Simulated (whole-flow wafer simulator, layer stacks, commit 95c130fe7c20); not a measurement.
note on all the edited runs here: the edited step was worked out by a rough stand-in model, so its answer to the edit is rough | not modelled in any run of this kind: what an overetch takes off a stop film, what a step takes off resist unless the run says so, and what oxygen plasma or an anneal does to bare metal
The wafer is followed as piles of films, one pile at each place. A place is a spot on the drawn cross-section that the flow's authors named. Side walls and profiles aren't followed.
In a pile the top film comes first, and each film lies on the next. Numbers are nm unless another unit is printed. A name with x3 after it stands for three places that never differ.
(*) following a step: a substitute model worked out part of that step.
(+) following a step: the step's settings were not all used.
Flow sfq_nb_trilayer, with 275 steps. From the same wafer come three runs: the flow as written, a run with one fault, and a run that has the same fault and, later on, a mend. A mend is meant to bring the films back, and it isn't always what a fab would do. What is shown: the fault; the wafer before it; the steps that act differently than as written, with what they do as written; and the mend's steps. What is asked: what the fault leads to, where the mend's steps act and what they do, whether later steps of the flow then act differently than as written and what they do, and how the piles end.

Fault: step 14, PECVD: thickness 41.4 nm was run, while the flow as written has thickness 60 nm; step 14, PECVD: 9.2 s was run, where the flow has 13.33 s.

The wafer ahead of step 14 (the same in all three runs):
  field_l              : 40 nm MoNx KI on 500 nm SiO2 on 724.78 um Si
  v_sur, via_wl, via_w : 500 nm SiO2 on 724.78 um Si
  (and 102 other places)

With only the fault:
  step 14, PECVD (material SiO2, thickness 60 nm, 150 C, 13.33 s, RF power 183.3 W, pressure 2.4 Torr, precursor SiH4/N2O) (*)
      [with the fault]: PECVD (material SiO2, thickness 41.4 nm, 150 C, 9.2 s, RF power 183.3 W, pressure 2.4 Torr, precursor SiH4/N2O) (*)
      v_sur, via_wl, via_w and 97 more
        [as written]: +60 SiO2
        [with the fault]: +41.4 SiO2
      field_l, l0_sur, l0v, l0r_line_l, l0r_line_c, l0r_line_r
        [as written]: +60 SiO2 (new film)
        [with the fault]: +41.4 SiO2 (new film)
  Steps later in the flow that act otherwise than as written (not shown: 11 more steps that differ only slightly, by at most 2% or 0.5 nm, whichever is larger):
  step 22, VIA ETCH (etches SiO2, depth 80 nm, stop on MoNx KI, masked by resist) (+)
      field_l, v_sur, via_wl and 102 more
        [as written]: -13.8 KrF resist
        [with the fault]: -10.7 KrF resist
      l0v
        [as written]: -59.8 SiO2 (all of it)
        [with the fault]: -41.2 SiO2 (all of it)
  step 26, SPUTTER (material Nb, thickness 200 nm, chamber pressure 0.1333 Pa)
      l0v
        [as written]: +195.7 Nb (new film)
        [with the fault]: +200 Nb (new film)
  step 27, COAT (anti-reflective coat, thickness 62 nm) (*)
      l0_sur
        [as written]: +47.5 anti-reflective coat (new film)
        [with the fault]: +49.5 anti-reflective coat (new film)
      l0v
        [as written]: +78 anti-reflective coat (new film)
        [with the fault]: +71.9 anti-reflective coat (new film)
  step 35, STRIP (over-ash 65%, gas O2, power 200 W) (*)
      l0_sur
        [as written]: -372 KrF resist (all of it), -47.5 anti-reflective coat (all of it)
        [with the fault]: -373.3 KrF resist (all of it), -49.5 anti-reflective coat (all of it)
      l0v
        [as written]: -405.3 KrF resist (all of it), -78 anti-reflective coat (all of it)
        [with the fault]: -393.1 KrF resist (all of it), -71.9 anti-reflective coat (all of it)
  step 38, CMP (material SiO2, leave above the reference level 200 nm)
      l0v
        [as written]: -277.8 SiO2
        [with the fault]: -300.7 SiO2
  At field_l, v_sur, via_wl and 100 more, the piles at the end differ from the flow's by more than 2% or 0.5 nm, whichever is larger.
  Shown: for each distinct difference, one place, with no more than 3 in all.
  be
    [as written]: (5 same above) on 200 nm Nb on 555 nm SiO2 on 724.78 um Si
    [with the fault]: (5 same above) on 200 nm Nb on 536.4 nm SiO2 on 724.78 um Si
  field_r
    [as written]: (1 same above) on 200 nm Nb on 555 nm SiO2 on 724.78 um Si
    [with the fault]: (1 same above) on 200 nm Nb on 536.4 nm SiO2 on 724.78 um Si
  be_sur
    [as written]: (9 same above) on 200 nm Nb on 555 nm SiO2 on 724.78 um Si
    [with the fault]: (9 same above) on 200 nm Nb on 536.4 nm SiO2 on 724.78 um Si

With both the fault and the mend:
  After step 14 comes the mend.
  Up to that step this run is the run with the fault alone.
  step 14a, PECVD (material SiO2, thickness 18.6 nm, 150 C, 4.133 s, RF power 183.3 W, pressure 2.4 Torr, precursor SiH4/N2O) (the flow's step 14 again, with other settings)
      field_l, v_sur, via_wl and 103 more
        +18.6 SiO2
  Every later step of the flow that is run acts as written, at every place that is followed, to within 2% or 0.5 nm, whichever is larger.
  At every place that both follow, the piles at the end match the flow's.
